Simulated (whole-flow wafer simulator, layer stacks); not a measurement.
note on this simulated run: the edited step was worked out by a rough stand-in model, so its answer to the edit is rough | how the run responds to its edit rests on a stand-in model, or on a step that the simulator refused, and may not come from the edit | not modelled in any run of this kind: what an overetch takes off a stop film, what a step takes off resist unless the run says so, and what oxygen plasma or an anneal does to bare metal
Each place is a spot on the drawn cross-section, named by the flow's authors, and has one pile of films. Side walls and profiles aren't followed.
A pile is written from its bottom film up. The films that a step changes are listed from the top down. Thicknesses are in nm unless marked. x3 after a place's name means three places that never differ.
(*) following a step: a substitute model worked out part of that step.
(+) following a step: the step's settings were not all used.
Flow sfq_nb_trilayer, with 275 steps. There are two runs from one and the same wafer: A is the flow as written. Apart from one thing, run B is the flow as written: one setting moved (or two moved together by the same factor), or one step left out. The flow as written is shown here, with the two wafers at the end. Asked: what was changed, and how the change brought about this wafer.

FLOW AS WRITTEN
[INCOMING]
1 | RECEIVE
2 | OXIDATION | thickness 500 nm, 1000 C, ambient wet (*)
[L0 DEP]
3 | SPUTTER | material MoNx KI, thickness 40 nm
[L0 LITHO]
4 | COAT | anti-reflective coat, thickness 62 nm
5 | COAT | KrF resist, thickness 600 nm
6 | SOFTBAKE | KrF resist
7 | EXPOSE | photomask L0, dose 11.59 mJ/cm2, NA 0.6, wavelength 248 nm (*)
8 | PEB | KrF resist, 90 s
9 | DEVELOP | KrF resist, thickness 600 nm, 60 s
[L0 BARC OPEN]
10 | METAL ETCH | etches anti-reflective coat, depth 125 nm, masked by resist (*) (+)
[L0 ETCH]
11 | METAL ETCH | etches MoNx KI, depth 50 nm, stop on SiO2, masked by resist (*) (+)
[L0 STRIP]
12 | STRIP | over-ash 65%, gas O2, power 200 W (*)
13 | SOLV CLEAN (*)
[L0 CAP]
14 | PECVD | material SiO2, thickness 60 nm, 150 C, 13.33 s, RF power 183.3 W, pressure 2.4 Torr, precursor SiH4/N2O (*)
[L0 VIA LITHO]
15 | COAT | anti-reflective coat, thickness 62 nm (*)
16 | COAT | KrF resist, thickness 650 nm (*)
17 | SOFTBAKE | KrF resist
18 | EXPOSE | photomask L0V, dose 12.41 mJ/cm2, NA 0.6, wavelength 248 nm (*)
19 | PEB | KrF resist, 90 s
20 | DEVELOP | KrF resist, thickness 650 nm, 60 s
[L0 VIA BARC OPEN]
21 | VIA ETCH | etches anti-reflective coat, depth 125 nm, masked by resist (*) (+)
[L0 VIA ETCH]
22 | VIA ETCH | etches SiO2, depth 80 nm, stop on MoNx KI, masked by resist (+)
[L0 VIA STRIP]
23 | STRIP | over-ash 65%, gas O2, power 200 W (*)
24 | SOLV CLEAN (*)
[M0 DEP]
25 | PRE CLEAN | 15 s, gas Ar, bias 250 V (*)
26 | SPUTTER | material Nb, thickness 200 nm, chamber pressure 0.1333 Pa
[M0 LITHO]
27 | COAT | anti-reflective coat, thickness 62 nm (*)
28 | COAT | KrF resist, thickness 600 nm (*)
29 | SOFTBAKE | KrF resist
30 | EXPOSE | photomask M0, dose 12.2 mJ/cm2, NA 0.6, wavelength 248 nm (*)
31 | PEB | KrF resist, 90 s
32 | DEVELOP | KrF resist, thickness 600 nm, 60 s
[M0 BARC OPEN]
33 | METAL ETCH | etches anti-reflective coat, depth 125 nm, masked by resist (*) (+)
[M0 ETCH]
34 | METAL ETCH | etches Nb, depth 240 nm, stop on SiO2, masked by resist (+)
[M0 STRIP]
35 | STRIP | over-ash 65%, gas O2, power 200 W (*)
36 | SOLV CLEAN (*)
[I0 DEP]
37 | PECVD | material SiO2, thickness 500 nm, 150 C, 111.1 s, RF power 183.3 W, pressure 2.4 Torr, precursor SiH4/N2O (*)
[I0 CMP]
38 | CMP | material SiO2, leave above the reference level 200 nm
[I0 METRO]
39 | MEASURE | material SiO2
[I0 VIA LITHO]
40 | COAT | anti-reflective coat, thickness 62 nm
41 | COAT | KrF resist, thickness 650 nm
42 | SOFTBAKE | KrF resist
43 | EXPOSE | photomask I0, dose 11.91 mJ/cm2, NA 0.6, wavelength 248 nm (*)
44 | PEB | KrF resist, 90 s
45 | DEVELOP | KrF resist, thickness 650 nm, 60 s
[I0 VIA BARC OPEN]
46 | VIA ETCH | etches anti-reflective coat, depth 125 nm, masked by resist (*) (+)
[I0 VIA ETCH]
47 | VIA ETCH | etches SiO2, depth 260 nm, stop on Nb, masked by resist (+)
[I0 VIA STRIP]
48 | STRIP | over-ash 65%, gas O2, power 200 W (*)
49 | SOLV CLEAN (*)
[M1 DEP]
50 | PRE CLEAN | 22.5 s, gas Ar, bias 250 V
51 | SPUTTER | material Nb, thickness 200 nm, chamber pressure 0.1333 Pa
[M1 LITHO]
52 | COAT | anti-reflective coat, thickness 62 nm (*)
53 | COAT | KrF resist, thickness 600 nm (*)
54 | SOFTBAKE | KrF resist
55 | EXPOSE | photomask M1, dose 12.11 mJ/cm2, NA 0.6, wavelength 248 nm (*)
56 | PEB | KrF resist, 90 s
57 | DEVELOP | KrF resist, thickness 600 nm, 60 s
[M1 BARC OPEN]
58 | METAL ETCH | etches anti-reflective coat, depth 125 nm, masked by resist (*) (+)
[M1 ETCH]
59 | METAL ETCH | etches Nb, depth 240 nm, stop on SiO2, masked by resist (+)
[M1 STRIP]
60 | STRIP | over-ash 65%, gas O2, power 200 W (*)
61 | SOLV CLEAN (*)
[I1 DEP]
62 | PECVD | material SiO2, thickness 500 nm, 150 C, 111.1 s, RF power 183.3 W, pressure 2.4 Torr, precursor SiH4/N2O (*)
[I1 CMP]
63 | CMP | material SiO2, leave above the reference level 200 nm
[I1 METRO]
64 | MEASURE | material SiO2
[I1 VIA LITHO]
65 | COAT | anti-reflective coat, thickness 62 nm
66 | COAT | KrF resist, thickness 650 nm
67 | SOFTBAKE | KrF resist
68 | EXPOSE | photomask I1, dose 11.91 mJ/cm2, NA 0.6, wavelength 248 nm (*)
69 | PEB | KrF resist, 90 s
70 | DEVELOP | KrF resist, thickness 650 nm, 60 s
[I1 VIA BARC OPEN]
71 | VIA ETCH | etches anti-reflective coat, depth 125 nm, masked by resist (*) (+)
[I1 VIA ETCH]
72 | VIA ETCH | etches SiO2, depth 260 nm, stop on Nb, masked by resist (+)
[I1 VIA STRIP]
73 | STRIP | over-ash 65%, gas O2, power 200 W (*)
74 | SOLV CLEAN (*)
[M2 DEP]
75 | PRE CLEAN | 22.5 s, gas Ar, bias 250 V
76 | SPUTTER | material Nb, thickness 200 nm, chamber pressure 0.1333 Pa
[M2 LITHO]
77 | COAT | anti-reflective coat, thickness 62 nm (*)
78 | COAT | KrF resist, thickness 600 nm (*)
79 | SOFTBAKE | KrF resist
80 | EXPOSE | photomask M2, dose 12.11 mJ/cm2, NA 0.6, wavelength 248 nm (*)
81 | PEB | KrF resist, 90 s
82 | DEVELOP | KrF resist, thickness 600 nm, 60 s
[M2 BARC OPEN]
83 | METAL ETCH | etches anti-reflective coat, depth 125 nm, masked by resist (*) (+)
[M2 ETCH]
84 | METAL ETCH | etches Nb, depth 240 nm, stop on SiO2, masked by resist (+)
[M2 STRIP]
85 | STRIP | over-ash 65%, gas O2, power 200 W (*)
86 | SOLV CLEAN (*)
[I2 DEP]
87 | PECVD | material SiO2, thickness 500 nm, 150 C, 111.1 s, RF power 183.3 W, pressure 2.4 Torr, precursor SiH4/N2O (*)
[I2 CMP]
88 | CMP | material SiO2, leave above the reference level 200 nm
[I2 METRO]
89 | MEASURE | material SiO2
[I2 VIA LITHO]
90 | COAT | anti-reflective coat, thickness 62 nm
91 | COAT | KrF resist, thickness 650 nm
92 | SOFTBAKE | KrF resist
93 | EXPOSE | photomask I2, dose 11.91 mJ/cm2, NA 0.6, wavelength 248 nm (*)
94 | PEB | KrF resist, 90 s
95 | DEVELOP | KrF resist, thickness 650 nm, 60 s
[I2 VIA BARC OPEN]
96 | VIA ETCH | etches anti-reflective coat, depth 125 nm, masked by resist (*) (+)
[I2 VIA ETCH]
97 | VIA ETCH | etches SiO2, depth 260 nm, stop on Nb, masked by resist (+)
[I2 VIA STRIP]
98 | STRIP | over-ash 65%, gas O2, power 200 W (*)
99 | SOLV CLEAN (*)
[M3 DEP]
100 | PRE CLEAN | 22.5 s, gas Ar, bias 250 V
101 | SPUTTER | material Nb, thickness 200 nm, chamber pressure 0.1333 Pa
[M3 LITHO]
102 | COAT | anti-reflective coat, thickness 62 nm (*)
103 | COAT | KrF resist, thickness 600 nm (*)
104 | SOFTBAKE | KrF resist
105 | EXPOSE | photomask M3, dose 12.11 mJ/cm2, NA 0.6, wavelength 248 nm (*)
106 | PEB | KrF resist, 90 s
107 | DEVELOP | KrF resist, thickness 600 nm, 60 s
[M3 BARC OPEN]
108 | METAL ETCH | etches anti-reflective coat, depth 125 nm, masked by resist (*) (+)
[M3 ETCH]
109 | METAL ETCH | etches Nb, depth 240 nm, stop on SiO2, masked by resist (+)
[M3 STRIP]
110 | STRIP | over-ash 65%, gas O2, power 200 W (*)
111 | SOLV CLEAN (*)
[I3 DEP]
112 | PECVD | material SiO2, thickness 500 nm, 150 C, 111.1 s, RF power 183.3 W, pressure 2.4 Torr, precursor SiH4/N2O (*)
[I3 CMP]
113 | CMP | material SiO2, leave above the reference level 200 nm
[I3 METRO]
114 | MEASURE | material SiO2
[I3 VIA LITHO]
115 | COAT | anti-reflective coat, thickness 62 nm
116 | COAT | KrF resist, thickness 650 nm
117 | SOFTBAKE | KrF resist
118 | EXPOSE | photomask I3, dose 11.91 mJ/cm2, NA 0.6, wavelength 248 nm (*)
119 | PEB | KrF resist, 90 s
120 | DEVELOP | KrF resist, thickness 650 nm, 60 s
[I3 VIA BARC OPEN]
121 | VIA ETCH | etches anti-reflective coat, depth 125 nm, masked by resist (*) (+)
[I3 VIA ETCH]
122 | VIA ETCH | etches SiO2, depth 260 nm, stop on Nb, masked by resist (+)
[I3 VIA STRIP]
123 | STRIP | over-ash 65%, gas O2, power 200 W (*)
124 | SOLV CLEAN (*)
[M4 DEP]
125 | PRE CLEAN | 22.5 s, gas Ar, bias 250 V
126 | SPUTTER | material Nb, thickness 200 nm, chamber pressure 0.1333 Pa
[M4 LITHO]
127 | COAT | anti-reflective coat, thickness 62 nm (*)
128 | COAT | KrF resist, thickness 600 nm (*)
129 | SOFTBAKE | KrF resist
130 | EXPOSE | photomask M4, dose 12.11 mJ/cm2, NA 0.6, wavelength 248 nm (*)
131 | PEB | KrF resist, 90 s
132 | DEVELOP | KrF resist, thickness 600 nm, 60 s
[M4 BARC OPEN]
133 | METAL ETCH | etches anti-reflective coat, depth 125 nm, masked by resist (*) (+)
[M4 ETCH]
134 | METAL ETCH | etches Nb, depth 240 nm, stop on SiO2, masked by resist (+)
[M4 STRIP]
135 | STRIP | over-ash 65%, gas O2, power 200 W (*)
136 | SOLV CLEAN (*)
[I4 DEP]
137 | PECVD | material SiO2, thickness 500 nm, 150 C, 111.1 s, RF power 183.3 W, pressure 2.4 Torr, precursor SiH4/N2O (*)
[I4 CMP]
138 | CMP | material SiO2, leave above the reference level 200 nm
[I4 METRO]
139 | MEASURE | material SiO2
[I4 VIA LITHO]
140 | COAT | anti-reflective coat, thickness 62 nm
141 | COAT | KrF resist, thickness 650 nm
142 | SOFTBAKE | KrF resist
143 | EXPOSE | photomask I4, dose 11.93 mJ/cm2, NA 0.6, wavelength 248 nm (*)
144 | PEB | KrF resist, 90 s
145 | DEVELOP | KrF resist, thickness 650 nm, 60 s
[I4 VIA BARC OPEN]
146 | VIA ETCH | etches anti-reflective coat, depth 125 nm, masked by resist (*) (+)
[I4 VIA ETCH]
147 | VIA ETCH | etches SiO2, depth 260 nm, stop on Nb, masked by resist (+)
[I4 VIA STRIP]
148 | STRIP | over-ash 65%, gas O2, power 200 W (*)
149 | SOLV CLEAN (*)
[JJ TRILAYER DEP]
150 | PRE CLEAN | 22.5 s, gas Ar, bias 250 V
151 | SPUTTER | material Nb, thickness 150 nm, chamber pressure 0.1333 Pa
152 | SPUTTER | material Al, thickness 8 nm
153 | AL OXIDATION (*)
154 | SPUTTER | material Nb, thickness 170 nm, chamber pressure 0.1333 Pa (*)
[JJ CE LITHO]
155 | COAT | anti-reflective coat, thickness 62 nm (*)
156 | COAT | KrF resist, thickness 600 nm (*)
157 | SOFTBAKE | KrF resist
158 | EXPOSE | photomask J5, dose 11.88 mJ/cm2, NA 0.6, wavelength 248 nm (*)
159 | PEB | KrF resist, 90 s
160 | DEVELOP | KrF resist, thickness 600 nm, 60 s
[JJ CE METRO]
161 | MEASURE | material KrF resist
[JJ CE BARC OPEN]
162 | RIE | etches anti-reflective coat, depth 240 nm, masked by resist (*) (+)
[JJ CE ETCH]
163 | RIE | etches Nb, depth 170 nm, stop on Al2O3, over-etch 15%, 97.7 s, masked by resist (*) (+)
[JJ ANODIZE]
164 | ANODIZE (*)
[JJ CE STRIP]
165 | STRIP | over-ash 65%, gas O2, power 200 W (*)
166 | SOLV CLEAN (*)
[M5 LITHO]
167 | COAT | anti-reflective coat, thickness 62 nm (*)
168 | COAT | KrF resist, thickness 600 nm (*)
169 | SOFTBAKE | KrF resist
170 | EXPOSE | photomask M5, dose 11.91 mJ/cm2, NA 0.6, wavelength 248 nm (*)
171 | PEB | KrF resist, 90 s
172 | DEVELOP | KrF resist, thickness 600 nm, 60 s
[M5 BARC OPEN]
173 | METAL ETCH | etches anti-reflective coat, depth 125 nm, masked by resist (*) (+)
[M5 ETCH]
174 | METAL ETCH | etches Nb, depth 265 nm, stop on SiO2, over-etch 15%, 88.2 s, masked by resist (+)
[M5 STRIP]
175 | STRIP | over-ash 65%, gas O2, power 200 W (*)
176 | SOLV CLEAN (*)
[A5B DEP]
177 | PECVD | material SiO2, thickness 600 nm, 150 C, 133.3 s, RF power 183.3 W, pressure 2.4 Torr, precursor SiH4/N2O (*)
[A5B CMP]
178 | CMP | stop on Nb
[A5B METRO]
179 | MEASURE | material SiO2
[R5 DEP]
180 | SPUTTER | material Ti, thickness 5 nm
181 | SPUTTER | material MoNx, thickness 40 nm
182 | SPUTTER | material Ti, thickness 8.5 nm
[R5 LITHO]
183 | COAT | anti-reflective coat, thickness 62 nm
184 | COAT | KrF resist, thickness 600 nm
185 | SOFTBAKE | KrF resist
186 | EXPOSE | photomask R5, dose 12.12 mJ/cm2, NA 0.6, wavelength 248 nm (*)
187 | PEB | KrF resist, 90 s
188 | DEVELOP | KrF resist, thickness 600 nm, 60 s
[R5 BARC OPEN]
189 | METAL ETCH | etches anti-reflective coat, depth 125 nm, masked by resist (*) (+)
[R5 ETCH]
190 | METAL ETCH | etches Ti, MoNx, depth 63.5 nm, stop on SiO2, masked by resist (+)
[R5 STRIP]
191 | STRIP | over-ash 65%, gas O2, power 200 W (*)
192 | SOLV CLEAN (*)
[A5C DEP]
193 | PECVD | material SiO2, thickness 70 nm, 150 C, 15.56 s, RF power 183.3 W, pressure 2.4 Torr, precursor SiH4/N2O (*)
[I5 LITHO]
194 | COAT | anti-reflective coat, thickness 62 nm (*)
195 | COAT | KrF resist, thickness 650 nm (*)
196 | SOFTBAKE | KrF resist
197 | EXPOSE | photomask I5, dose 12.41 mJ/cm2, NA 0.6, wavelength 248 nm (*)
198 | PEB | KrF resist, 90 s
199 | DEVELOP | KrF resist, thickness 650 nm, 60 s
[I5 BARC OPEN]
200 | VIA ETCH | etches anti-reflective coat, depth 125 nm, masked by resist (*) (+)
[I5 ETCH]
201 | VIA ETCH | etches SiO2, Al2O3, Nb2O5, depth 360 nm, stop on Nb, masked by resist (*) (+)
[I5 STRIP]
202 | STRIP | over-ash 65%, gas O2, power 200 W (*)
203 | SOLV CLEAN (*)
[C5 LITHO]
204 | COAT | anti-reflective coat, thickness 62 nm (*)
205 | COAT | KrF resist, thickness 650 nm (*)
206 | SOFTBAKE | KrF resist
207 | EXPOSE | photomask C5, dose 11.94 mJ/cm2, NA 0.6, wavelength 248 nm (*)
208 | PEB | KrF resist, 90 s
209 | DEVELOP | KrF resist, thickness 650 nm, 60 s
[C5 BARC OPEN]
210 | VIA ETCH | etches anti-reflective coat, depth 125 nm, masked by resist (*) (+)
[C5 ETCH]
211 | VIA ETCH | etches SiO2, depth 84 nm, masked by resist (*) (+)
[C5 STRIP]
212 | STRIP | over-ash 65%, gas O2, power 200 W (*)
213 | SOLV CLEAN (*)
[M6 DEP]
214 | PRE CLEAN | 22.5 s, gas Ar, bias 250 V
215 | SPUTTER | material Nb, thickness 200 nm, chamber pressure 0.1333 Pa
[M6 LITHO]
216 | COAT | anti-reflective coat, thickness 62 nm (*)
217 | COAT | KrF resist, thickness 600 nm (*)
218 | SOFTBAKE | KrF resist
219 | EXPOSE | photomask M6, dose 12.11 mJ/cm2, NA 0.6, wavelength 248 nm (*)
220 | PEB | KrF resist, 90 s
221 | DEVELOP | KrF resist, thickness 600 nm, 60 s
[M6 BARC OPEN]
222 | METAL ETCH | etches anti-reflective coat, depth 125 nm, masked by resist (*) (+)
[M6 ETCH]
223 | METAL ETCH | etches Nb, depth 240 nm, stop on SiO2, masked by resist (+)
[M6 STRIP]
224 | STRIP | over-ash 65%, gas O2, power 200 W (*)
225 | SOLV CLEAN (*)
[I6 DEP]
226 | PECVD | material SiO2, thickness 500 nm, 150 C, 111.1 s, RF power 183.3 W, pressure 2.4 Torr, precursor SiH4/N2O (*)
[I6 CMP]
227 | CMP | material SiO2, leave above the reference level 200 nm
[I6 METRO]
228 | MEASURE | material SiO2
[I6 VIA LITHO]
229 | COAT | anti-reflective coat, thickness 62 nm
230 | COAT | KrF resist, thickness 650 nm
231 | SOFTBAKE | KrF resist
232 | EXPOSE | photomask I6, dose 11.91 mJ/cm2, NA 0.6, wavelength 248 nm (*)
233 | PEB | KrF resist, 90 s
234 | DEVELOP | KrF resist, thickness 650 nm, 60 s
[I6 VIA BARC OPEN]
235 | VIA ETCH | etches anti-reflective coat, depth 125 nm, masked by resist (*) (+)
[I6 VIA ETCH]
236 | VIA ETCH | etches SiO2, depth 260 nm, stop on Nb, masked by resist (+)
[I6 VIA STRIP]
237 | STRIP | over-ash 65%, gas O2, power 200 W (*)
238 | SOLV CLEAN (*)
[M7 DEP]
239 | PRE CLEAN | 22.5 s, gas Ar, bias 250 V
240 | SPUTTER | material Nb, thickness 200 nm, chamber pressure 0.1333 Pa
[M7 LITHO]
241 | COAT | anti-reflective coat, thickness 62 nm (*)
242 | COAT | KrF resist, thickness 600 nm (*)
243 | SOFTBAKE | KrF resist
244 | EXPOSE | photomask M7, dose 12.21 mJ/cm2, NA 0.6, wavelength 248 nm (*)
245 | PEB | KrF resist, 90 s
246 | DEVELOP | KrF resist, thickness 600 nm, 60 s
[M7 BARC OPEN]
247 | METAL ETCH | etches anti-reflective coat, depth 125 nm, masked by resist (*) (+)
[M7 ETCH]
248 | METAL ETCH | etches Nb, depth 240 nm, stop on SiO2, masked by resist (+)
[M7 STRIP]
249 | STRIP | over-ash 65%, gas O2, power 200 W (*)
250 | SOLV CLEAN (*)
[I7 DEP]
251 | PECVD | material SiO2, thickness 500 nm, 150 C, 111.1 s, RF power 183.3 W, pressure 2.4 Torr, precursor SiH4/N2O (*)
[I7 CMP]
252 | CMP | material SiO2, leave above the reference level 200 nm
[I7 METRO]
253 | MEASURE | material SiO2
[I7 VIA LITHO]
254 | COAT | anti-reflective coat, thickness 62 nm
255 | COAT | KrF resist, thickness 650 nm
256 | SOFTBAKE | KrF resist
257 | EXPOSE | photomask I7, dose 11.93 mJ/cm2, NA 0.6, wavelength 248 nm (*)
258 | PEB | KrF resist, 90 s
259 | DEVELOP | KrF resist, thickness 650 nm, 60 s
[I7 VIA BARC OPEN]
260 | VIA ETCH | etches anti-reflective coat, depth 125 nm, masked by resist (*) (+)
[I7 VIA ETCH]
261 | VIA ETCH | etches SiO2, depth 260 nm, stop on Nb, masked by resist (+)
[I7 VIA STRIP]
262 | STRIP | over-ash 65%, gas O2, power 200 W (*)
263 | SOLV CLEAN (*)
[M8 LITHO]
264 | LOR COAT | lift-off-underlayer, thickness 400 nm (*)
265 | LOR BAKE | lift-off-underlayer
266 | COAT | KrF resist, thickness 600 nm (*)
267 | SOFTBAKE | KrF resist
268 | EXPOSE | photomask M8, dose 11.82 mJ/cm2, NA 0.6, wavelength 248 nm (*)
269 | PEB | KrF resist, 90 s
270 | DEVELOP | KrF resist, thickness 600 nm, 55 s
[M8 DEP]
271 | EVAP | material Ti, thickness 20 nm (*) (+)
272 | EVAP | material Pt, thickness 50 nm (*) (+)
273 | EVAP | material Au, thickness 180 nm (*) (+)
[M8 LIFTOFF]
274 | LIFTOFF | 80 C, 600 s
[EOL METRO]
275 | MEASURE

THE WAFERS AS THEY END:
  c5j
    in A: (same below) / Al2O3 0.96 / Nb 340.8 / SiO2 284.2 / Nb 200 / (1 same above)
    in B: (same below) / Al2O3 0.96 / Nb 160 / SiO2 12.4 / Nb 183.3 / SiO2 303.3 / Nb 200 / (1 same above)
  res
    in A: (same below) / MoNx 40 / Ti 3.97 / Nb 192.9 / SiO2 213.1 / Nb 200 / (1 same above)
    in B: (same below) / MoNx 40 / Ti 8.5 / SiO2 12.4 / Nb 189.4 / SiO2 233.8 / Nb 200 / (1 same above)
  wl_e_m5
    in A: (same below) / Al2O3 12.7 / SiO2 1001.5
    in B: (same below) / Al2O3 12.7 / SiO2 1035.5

Cause: step 193, PECVD: thickness 104 nm was run, whereas the flow has thickness 70 nm; step 193, PECVD: 23.18 s was run, where the flow has 15.56 s.

Step by step, how the change led to this:
  193 | PECVD | material SiO2, thickness 70 nm, 150 C, 15.56 s, RF power 183.3 W, pressure 2.4 Torr, precursor SiH4/N2O (*)
      field_l, v_sur, via_wl and 92 more: A SiO2 gains 70 | B SiO2 gains 104
      ce_l, c5j, ce_r and 8 more: A SiO2 gains 70 (new film) | B SiO2 gains 104 (new film)
  201 | VIA ETCH | etches SiO2, Al2O3, Nb2O5, depth 360 nm, stop on Nb, masked by resist (*) (+)
      be: A SiO2 loses 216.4 (all of it), Al2O3 loses 12.7 (all of it), Nb2O5 loses 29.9 (all of it) | B SiO2 loses 250.4 (all of it), Al2O3 loses 12.7 (all of it), Nb2O5 loses 29.9 (all of it)
  204 | COAT | anti-reflective coat, thickness 62 nm (*)
      be: A anti-reflective coat gains 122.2 (new film) | B anti-reflective coat gains 127.1 (new film)
      be_sur: A anti-reflective coat gains 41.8 (new film) | B anti-reflective coat gains 40.4 (new film)
  205 | COAT | KrF resist, thickness 650 nm (*)
      be: A KrF resist gains 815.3 (new film) | B KrF resist gains 839.7 (new film)
  211 | VIA ETCH | etches SiO2, depth 84 nm, masked by resist (*) (+)
      c5j: A SiO2 loses 69.9 (all of it), Nb loses 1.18 | B SiO2 loses 84
      res: A SiO2 loses 69.9 (all of it) | B SiO2 loses 84
  212 | STRIP | over-ash 65%, gas O2, power 200 W (*)
      be: A KrF resist loses 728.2 (all of it), anti-reflective coat loses 122.2 (all of it) | B KrF resist loses 752.6 (all of it), anti-reflective coat loses 127.1 (all of it)
      be_sur: A KrF resist loses 559.6 (all of it), anti-reflective coat loses 41.8 (all of it) | B KrF resist loses 557.8 (all of it), anti-reflective coat loses 40.4 (all of it)
  214 | PRE CLEAN | 22.5 s, gas Ar, bias 250 V
      c5j: A Nb loses 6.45 | B SiO2 loses 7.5
      res: A Ti loses 4.53 | B SiO2 loses 7.5
  215 | SPUTTER | material Nb, thickness 200 nm, chamber pressure 0.1333 Pa
      c5j: A Nb gains 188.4 | B Nb gains 183.3 (new film)
      be: A Nb gains 147.3 | B Nb gains 139.8
  216 | COAT | anti-reflective coat, thickness 62 nm (*)
      wire: A anti-reflective coat gains 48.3 (new film) | B anti-reflective coat gains 46.9 (new film)
      be: A anti-reflective coat gains 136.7 (new film) | B anti-reflective coat gains 142.7 (new film)
      (and at 6 other places as well)
  217 | COAT | KrF resist, thickness 600 nm (*)
      be: A KrF resist gains 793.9 (new film) | B KrF resist gains 830.2 (new film)
  224 | STRIP | over-ash 65%, gas O2, power 200 W (*)
      wire: A KrF resist loses 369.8 (all of it), anti-reflective coat loses 48.3 (all of it) | B KrF resist loses 371.4 (all of it), anti-reflective coat loses 46.9 (all of it)
      be: A KrF resist loses 575.8 (all of it), anti-reflective coat loses 136.7 (all of it) | B KrF resist loses 612 (all of it), anti-reflective coat loses 142.7 (all of it)
      (and at 6 other places as well)
  226 | PECVD | material SiO2, thickness 500 nm, 150 C, 111.1 s, RF power 183.3 W, pressure 2.4 Torr, precursor SiH4/N2O (*)
      be: A SiO2 gains 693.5 (new film) | B SiO2 gains 292.7 (new film), void gains 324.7 (new film), SiO2 gains 234.9 (new film)
      c5j: A SiO2 gains 514.7 (new film) | B SiO2 gains 533.8 (new film)
  227 | CMP | material SiO2, leave above the reference level 200 nm
      be: A SiO2 loses 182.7 | B SiO2 loses 292.7 (all of it), void loses 324.7 (all of it)
      res: A SiO2 loses 279.4 | B SiO2 loses 258.7
  229 | COAT | anti-reflective coat, thickness 62 nm
      via_v, gap, jj_sur: A anti-reflective coat gains 62 (new film) | B anti-reflective coat gains 60.2 (new film)
      via_sp: A anti-reflective coat gains 62 (new film) | B anti-reflective coat gains 60.6 (new film)
      (and at 4 other places as well)
  230 | COAT | KrF resist, thickness 650 nm
      be: A KrF resist gains 650 (new film) | B KrF resist gains 856.3 (new film)
      gap: A KrF resist gains 650 (new film) | B KrF resist gains 636.2 (new film)
  233 | PEB | KrF resist, 90 s
      be: A KrF resist loses 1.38 | B KrF resist loses 1.9
  ... 15 other steps ...
  274 | LIFTOFF | 80 C, 600 s
      be: A Au loses 180 (all of it), Pt loses 50 (all of it), Ti loses 20 (all of it), KrF resist loses 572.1 (all of it), lift-off-underlayer loses 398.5 (all of it) | B Au loses 180 (all of it), Pt loses 50 (all of it), Ti loses 20 (all of it), KrF resist loses 600.9 (all of it), lift-off-underlayer loses 590.2 (all of it)
      be_sur: A Au loses 180 (all of it), Pt loses 50 (all of it), Ti loses 20 (all of it), KrF resist loses 572.6 (all of it), lift-off-underlayer loses 398.9 (all of it) | B Au loses 180 (all of it), Pt loses 50 (all of it), Ti loses 20 (all of it), KrF resist loses 583 (all of it), lift-off-underlayer loses 375.6 (all of it)
If metal films that touch count as one body, c5j has 5 bodies (between them, from the top down: SiO2 303.3; SiO2 12.4; Al2O3 0.96; SiO2 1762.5); the flow as written gives 4 bodies (between them, from the top down: SiO2 284.2; Al2O3 0.96; SiO2 1762.5).
If metal films that touch count as one body, res has 4 bodies (between them, from the top down: SiO2 233.8; SiO2 12.4; SiO2 2090.9); the flow as written gives 3 bodies (between them, from the top down: SiO2 213.1; SiO2 2090.9).
